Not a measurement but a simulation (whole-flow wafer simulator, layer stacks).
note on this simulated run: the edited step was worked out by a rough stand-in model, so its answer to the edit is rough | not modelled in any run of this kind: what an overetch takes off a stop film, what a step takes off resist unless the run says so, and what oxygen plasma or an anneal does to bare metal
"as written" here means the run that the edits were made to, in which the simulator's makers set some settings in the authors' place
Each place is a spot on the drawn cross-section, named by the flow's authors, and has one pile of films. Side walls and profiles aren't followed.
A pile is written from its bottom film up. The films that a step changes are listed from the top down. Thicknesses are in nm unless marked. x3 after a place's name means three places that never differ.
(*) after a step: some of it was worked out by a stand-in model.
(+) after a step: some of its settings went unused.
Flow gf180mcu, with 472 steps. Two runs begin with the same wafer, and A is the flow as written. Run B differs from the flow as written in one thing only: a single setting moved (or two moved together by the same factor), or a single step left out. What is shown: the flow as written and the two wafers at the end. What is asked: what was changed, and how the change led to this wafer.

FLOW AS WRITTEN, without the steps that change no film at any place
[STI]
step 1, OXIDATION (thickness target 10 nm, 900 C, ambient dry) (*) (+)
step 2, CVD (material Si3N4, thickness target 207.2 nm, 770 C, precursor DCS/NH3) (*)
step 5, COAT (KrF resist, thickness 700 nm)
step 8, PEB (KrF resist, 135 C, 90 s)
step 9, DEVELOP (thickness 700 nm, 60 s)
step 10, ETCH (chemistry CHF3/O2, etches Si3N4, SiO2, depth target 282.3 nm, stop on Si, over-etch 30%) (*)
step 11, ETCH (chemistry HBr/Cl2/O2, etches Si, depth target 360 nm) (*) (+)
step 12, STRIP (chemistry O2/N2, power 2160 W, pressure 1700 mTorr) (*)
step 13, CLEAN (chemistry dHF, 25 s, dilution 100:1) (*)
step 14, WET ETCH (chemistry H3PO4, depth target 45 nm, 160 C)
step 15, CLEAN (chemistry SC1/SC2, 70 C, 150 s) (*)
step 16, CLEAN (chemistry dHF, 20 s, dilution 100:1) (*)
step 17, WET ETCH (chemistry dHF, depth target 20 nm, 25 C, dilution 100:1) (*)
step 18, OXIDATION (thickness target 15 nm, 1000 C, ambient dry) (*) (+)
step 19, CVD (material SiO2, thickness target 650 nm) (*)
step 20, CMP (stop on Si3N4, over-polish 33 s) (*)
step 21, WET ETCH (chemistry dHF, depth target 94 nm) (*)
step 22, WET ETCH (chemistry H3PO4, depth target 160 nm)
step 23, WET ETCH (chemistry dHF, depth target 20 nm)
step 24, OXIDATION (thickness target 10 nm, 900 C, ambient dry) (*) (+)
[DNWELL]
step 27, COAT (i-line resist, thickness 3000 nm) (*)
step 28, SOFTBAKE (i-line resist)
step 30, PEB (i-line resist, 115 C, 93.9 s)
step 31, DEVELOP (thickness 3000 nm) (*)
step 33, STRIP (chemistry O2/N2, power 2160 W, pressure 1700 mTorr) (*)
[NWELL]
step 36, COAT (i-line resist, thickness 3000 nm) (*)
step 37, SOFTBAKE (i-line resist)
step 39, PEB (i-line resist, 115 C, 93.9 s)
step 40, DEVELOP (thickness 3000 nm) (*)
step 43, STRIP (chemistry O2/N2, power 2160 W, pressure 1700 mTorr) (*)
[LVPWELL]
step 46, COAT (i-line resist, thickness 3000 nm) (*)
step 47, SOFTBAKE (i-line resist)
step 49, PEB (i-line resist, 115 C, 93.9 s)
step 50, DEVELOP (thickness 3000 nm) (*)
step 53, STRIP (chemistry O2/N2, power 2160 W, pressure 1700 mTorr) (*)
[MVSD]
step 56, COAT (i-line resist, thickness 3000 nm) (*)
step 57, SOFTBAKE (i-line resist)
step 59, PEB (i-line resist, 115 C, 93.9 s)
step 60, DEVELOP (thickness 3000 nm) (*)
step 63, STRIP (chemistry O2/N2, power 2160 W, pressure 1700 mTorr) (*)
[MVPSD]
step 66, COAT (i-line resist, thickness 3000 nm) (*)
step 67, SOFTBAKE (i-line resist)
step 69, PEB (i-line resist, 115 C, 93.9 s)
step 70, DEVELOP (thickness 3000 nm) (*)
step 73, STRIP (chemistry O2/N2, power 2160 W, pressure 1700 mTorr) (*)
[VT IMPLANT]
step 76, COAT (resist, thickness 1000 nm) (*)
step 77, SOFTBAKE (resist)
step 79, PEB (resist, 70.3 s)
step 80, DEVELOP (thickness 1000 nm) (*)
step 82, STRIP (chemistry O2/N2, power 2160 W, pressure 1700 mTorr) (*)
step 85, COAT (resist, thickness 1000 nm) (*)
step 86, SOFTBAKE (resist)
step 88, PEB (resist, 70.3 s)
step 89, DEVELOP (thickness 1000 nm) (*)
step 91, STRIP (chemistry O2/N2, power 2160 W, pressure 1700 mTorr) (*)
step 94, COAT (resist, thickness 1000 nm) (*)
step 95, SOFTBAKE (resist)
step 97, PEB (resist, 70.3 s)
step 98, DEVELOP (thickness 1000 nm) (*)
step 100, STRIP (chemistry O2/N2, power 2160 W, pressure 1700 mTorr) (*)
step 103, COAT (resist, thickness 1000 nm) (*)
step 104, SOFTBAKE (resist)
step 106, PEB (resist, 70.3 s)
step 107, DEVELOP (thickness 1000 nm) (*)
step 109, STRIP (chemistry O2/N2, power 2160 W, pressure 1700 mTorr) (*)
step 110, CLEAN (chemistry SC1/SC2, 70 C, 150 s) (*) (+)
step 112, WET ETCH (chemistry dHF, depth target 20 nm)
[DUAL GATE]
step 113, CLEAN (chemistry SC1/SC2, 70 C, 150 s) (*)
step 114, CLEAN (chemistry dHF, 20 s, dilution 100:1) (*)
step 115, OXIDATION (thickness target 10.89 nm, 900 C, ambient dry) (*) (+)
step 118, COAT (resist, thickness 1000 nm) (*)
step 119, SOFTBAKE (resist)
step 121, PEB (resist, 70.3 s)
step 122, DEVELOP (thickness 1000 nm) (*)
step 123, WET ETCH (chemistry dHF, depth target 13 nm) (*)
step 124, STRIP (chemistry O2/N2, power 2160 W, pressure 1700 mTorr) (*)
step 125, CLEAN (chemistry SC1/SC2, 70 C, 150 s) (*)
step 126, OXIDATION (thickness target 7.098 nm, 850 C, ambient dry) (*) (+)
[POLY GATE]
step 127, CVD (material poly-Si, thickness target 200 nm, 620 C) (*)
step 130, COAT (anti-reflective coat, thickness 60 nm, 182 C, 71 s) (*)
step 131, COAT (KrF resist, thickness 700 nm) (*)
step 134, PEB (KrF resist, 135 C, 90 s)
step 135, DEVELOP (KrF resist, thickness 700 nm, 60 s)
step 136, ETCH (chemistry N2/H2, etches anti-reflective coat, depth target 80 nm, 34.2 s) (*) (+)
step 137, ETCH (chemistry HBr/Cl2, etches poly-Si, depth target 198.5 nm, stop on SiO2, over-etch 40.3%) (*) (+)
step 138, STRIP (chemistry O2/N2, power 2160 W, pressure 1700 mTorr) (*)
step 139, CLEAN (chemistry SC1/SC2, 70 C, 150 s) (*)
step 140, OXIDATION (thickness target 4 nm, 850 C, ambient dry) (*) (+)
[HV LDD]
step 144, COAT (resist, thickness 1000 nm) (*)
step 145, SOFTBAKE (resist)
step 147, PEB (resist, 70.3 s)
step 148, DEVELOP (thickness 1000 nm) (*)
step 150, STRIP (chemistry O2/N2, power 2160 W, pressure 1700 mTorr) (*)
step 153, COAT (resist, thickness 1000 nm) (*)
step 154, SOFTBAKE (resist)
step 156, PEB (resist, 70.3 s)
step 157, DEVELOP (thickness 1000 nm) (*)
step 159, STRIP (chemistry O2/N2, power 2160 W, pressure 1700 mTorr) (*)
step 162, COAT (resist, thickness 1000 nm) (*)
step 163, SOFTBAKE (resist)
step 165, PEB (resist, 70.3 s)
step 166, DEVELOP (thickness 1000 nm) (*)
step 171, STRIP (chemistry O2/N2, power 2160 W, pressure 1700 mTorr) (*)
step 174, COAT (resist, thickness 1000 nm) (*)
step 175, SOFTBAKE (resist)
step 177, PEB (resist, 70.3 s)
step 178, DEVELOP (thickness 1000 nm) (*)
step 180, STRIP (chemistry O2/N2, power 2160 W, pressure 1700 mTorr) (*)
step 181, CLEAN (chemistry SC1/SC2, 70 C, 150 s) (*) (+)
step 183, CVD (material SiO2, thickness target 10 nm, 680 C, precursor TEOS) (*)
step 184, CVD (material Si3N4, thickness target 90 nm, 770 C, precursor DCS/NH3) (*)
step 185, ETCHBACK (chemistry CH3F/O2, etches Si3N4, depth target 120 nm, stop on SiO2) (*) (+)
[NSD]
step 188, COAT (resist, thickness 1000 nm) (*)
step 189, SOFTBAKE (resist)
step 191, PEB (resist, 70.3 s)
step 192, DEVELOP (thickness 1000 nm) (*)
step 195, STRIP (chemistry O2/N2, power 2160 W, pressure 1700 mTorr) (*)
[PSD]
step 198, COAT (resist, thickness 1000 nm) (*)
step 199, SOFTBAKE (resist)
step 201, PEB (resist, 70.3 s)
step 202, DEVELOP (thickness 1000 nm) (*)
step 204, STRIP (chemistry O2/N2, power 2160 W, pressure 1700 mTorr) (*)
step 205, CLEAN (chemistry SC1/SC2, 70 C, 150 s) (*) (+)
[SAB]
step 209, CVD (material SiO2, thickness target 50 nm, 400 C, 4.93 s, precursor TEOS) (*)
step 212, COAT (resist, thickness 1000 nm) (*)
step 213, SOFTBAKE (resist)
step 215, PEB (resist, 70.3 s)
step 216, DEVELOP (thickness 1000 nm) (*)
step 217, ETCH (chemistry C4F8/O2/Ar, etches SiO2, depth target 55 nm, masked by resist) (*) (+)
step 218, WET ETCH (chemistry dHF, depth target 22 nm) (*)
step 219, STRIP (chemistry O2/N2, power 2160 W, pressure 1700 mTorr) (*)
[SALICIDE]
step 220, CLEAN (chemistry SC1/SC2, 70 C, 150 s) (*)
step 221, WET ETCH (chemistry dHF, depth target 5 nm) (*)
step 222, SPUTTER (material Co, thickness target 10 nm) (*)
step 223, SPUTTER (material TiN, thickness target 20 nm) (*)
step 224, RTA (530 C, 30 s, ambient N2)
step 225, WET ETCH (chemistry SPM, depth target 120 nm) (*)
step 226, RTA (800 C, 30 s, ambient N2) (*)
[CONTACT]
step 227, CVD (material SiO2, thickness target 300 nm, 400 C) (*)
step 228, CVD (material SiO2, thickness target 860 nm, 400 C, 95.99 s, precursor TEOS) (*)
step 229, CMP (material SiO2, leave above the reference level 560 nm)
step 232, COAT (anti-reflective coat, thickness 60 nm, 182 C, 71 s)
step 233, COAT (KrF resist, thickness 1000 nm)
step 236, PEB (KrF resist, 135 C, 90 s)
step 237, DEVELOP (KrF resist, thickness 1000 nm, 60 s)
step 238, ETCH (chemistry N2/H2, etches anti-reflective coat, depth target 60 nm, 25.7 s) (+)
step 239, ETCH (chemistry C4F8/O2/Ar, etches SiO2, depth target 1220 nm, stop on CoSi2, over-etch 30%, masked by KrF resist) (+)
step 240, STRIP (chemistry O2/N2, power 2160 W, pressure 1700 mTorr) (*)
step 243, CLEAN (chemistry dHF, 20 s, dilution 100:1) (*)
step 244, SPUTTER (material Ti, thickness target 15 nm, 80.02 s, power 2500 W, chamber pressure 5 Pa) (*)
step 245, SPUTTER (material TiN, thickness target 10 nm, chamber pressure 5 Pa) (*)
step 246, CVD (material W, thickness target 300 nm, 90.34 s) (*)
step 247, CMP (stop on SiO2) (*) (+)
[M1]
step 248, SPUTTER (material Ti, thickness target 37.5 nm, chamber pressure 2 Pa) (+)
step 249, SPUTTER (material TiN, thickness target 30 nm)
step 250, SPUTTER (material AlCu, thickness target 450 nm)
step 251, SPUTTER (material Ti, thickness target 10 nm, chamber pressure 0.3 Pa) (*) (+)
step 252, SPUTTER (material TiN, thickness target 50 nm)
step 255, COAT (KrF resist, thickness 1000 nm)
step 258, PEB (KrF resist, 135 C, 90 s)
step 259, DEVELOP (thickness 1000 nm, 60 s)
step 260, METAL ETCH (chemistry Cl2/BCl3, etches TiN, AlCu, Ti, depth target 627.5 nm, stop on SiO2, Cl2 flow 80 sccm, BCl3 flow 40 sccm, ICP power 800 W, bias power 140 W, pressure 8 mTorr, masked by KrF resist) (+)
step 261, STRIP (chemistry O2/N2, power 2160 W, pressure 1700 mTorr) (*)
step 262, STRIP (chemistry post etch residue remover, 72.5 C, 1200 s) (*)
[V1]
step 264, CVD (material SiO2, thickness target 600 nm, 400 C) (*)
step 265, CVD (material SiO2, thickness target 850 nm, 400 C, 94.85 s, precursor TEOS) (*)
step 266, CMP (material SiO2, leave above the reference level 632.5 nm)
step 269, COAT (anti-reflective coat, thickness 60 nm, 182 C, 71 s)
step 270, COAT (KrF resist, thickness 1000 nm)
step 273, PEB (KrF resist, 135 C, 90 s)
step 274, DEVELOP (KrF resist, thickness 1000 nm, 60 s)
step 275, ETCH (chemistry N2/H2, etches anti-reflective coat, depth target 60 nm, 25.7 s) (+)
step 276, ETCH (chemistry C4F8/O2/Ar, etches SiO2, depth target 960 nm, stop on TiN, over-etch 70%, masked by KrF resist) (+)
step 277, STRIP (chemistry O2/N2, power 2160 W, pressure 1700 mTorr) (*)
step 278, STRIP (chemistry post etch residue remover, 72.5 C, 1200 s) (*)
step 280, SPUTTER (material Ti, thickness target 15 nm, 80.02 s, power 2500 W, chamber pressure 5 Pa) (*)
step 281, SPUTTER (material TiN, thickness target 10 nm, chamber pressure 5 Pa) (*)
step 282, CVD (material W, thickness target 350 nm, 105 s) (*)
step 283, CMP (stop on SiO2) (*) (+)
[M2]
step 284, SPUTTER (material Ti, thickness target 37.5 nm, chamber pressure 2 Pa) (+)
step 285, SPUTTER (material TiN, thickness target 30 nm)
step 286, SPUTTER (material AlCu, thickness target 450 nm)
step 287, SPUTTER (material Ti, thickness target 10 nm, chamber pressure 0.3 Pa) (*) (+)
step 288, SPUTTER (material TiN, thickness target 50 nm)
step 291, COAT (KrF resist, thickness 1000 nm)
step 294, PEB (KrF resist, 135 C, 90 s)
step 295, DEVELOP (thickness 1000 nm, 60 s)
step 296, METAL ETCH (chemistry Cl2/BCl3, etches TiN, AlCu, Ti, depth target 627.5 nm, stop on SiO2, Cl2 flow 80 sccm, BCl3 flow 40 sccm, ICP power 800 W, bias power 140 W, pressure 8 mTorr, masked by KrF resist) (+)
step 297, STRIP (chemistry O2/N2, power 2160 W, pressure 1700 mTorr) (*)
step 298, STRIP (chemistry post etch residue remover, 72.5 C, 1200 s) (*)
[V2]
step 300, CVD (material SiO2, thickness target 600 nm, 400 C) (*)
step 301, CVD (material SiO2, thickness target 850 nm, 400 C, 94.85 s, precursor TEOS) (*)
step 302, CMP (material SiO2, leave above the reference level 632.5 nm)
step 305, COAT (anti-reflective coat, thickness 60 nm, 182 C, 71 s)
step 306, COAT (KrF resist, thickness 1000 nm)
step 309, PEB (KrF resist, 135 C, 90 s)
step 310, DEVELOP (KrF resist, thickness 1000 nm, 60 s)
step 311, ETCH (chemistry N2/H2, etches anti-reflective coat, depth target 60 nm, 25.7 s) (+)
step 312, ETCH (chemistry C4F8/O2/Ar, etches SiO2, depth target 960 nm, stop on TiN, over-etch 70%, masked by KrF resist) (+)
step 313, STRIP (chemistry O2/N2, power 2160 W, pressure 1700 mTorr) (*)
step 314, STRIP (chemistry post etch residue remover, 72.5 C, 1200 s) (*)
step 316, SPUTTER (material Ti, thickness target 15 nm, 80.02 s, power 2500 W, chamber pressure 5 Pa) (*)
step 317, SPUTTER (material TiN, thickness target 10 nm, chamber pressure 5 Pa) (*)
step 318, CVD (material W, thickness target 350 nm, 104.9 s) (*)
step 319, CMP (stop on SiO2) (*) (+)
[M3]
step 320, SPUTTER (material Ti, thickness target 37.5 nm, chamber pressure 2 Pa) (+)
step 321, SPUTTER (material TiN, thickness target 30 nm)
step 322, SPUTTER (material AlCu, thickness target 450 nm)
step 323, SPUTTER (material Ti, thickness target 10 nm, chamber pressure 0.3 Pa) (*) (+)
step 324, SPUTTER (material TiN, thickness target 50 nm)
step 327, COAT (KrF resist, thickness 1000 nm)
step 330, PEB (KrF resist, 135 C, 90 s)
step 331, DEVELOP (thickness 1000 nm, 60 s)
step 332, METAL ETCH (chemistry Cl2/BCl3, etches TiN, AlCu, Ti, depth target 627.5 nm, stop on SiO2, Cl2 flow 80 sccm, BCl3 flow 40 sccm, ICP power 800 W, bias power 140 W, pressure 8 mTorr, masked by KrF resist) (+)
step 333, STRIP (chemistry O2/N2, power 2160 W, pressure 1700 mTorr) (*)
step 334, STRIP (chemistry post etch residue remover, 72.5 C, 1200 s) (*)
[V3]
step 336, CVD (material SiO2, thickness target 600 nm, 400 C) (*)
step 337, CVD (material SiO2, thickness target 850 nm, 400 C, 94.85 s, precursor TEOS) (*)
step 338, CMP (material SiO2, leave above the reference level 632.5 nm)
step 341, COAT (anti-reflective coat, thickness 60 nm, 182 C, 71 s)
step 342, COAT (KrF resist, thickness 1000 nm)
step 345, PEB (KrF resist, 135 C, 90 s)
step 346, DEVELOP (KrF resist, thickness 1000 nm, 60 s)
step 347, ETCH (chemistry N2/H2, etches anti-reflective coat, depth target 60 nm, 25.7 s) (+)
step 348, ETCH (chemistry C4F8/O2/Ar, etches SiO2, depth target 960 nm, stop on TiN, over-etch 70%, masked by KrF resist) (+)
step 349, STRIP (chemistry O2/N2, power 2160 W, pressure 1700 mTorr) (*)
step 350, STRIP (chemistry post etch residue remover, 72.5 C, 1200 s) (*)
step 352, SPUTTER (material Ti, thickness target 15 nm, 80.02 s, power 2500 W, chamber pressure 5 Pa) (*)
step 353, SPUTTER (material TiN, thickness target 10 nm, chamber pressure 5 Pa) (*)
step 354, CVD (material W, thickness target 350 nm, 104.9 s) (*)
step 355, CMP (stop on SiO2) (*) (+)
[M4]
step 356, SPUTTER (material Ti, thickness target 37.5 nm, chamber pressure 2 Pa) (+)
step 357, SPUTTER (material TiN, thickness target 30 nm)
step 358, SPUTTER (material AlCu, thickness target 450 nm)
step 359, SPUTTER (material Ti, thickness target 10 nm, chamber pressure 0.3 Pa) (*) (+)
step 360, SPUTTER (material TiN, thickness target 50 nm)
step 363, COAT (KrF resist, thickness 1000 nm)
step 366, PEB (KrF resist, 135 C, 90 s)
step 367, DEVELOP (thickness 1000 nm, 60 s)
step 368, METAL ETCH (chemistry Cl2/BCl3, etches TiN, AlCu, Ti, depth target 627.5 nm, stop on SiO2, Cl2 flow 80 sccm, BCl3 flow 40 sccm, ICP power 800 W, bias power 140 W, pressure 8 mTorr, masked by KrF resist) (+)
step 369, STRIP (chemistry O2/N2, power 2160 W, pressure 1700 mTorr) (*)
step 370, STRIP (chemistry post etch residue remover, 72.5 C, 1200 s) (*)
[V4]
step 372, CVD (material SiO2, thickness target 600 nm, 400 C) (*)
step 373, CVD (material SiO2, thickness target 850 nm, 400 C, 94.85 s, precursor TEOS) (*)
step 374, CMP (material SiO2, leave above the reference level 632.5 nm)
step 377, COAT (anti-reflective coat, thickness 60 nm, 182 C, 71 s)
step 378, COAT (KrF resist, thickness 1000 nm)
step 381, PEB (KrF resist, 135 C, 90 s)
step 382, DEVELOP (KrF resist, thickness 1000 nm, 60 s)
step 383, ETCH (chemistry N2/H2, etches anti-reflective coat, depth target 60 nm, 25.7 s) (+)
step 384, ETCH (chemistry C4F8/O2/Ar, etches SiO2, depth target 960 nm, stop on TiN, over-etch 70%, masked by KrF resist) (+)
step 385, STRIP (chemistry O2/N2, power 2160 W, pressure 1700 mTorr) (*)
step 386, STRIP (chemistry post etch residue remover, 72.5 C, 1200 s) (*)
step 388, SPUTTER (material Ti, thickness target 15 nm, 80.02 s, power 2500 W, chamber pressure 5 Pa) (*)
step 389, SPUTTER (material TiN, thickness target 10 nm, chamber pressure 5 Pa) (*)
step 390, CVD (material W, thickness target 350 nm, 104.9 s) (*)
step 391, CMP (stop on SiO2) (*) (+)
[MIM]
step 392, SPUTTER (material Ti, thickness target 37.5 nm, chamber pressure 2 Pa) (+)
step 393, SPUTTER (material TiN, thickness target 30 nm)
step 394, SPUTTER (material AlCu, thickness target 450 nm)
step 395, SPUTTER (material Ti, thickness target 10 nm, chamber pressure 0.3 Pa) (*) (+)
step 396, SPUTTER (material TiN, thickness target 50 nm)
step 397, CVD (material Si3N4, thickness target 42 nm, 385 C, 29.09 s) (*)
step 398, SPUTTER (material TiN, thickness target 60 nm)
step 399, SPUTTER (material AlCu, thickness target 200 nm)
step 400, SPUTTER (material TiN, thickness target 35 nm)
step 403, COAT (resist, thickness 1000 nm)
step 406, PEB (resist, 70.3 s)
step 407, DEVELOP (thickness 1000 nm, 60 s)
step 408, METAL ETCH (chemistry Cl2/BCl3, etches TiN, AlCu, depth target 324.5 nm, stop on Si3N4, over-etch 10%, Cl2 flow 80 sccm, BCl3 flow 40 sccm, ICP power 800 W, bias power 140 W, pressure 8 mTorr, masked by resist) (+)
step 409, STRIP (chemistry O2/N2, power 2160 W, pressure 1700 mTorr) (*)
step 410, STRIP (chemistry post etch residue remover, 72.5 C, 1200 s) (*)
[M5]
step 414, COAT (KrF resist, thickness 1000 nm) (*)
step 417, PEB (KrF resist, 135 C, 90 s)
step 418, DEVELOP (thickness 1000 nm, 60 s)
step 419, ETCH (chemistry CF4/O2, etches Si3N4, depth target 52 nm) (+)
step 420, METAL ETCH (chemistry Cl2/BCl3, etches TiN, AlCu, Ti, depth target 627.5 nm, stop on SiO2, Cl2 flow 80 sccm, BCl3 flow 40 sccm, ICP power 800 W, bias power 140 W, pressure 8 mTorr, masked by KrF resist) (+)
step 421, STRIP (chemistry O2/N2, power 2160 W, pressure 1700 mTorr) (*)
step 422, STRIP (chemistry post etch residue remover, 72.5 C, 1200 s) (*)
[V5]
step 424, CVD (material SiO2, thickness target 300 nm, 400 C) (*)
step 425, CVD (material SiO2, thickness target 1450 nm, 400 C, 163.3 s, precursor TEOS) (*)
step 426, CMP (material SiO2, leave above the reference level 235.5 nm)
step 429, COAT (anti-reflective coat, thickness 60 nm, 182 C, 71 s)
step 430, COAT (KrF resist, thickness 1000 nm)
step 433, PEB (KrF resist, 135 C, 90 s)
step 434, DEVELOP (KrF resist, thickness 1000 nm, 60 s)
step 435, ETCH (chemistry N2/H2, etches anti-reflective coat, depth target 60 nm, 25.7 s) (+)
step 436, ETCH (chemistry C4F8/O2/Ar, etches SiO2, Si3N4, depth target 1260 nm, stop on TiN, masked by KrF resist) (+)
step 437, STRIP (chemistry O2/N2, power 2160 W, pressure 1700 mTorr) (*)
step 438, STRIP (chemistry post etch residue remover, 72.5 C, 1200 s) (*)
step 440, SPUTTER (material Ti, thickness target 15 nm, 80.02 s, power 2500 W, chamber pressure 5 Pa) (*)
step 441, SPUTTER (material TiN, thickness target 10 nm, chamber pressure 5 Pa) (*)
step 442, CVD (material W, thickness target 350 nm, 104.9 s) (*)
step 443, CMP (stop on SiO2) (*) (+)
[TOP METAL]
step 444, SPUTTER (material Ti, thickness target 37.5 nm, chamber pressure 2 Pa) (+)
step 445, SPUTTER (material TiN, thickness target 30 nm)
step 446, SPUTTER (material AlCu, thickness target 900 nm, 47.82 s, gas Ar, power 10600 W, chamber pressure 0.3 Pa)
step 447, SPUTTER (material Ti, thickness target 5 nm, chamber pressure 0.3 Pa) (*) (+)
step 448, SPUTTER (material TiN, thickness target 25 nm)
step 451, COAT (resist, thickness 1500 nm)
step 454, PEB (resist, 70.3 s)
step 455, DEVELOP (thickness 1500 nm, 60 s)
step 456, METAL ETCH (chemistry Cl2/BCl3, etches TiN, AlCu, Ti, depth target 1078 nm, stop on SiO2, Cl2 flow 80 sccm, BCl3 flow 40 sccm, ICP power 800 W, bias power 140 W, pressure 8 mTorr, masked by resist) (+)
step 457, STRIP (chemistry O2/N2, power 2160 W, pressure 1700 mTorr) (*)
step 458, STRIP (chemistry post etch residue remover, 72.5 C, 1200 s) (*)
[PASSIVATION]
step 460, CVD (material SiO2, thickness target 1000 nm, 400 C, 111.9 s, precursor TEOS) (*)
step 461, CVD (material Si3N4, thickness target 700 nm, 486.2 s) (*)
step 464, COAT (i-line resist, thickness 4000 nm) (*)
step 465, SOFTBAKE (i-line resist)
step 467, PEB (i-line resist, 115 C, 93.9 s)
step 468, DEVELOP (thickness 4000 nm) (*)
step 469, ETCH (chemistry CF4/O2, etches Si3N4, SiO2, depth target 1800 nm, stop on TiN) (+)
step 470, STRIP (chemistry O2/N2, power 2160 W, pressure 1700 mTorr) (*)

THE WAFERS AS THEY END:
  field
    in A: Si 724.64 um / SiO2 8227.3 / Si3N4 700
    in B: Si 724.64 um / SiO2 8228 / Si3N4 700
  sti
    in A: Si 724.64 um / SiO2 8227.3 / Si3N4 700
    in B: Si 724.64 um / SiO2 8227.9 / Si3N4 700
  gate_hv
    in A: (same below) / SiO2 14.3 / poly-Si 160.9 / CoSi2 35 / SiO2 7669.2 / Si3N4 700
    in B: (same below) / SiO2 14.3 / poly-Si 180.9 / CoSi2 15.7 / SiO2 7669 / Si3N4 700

Cause: step 222, SPUTTER: thickness target 4.5 nm was run, while the flow as written has thickness target 10 nm.

How this came from the change, step by step:
  step 222, SPUTTER (material Co, thickness target 10 nm) (*)
      field, field__w7, field__w8 and 71 more: A +10 Co (new film) | B +4.5 Co (new film)
      field__w6, field_sub, field_sub__w2: A +9.95 Co (new film) | B +4.48 Co (new film)
      (also at 34 further places)
  step 224, RTA (530 C, 30 s, ambient N2)
      gate, gate_hv, gate_p and 22 more: A under 1 film: +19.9 CoSi (new film), -10 Co (all of it), -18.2 poly-Si | B under 1 film: +8.95 CoSi (new film), -4.5 Co (all of it), -8.19 poly-Si
      active, p_well, sd_n and 11 more: A under 1 film: +19.9 CoSi (new film), -10 Co (all of it), -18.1 Si | B under 1 film: +8.95 CoSi (new film), -4.5 Co (all of it), -8.16 Si
      (also at 10 further places)
  step 225, WET ETCH (chemistry SPM, depth target 120 nm) (*)
      field, field__w7, field__w8 and 32 more: A -20 TiN (all of it), -10 Co (all of it) | B -20 TiN (all of it), -4.5 Co (all of it)
      field__w9, nw_enc_fld_lv__w3: A -19.1 TiN (all of it), -9.6 Co (all of it) | B -19.1 TiN (all of it), -4.32 Co (all of it)
      (also at 25 further places)
  step 226, RTA (800 C, 30 s, ambient N2) (*)
      gate, gate_hv, gate_p and 22 more: A +35 CoSi2 (new film), -19.9 CoSi (all of it), -18.2 poly-Si | B +15.7 CoSi2 (new film), -8.95 CoSi (all of it), -8.19 poly-Si
      active, p_well, sd_n and 11 more: A +35 CoSi2 (new film), -19.9 CoSi (all of it), -18.1 Si | B +15.7 CoSi2 (new film), -8.95 CoSi (all of it), -8.16 Si
      (also at 10 further places)
